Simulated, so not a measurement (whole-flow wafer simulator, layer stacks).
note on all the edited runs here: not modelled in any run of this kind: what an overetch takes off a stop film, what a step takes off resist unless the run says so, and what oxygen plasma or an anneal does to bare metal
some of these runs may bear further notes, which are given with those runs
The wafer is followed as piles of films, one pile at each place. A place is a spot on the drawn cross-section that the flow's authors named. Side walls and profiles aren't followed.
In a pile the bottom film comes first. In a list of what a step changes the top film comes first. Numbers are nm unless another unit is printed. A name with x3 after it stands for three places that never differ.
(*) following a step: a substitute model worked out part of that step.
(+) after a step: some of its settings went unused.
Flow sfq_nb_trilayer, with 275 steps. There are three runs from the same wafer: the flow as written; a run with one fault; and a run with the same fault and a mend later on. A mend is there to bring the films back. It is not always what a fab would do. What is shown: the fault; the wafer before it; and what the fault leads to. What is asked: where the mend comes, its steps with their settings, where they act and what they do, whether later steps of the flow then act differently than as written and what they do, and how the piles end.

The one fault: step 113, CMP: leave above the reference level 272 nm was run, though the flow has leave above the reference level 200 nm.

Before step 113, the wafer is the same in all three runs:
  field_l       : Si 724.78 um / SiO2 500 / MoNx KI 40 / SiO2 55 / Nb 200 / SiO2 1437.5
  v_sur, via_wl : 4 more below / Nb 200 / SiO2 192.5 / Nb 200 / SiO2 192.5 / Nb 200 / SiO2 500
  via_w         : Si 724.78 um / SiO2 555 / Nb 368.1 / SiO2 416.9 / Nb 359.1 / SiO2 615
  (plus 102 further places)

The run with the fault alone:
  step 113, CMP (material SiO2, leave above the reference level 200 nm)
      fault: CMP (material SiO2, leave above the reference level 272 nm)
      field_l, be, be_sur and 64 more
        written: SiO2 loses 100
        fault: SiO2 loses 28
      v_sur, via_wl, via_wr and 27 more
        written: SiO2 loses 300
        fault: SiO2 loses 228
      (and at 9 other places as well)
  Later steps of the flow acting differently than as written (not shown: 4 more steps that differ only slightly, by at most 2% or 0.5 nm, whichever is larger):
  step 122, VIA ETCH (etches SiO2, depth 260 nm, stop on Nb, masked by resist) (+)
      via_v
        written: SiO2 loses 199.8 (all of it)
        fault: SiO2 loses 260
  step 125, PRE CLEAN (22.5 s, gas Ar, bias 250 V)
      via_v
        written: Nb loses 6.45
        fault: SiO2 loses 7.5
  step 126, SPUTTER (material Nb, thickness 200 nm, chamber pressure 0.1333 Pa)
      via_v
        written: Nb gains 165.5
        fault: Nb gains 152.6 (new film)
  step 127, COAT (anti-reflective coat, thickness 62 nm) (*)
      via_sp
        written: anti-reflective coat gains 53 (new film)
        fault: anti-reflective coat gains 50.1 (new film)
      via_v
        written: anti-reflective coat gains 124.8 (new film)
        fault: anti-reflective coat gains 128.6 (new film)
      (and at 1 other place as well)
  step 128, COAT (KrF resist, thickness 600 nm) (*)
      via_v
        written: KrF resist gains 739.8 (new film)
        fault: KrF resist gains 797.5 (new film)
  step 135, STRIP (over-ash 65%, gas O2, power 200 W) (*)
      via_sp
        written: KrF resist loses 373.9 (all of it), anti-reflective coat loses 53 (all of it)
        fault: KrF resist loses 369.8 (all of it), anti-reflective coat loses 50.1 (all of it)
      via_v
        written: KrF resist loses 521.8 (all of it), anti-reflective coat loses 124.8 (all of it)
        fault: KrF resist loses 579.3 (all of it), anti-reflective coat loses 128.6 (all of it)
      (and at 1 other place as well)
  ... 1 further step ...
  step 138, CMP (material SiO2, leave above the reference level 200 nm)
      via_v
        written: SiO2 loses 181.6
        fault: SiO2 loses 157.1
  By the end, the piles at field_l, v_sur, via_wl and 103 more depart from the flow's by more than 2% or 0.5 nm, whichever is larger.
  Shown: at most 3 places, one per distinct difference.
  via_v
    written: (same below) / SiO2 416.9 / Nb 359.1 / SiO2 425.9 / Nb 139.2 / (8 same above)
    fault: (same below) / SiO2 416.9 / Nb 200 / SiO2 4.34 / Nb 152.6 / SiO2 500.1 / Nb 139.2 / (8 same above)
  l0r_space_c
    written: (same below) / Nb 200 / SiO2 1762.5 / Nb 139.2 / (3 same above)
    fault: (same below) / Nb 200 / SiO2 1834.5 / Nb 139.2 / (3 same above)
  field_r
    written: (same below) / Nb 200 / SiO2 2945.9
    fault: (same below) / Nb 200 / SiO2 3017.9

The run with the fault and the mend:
  The mend stands after step 120.
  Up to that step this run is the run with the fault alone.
  step 120a, STRIP (over-ash 65%, gas O2, power 200 W) (*)
      field_l, v_sur, via_wl and 102 more
        KrF resist loses 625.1 (all of it), anti-reflective coat loses 62 (all of it)
      via_v
        anti-reflective coat loses 62 (all of it)
  step 120b, CMP (material SiO2, leave above the reference level 200 nm) (the flow's step 113 again)
      field_l, v_sur, via_wl and 103 more
        SiO2 loses 72
  step 120c, COAT (anti-reflective coat, thickness 62 nm) (the flow's step 115 again)
      field_l, v_sur, via_wl and 103 more
        anti-reflective coat gains 62 (new film)
  step 120d, COAT (KrF resist, thickness 650 nm) (the flow's step 116 again)
      field_l, v_sur, via_wl and 103 more
        KrF resist gains 650 (new film)
  step 120e, SOFTBAKE (KrF resist) (the flow's step 117 again)
      leaves every film unchanged at each place that is followed
  step 120f, EXPOSE (photomask I3, dose 11.91 mJ/cm2, NA 0.6, wavelength 248 nm) (*) (the flow's step 118 again)
      leaves every film unchanged at each place that is followed
  step 120g, PEB (KrF resist, 90 s) (the flow's step 119 again)
      field_l, v_sur, via_wl and 103 more
        KrF resist loses 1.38
  step 120h, DEVELOP (KrF resist, thickness 650 nm, 60 s) (the flow's step 120 again)
      field_l, v_sur, via_wl and 102 more
        KrF resist loses 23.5
      via_v
        KrF resist loses 648.6 (all of it)
  None of the later steps of the flow acts differently than as written at any place that is followed.
  At every place that both follow, the piles at the end match the flow's.
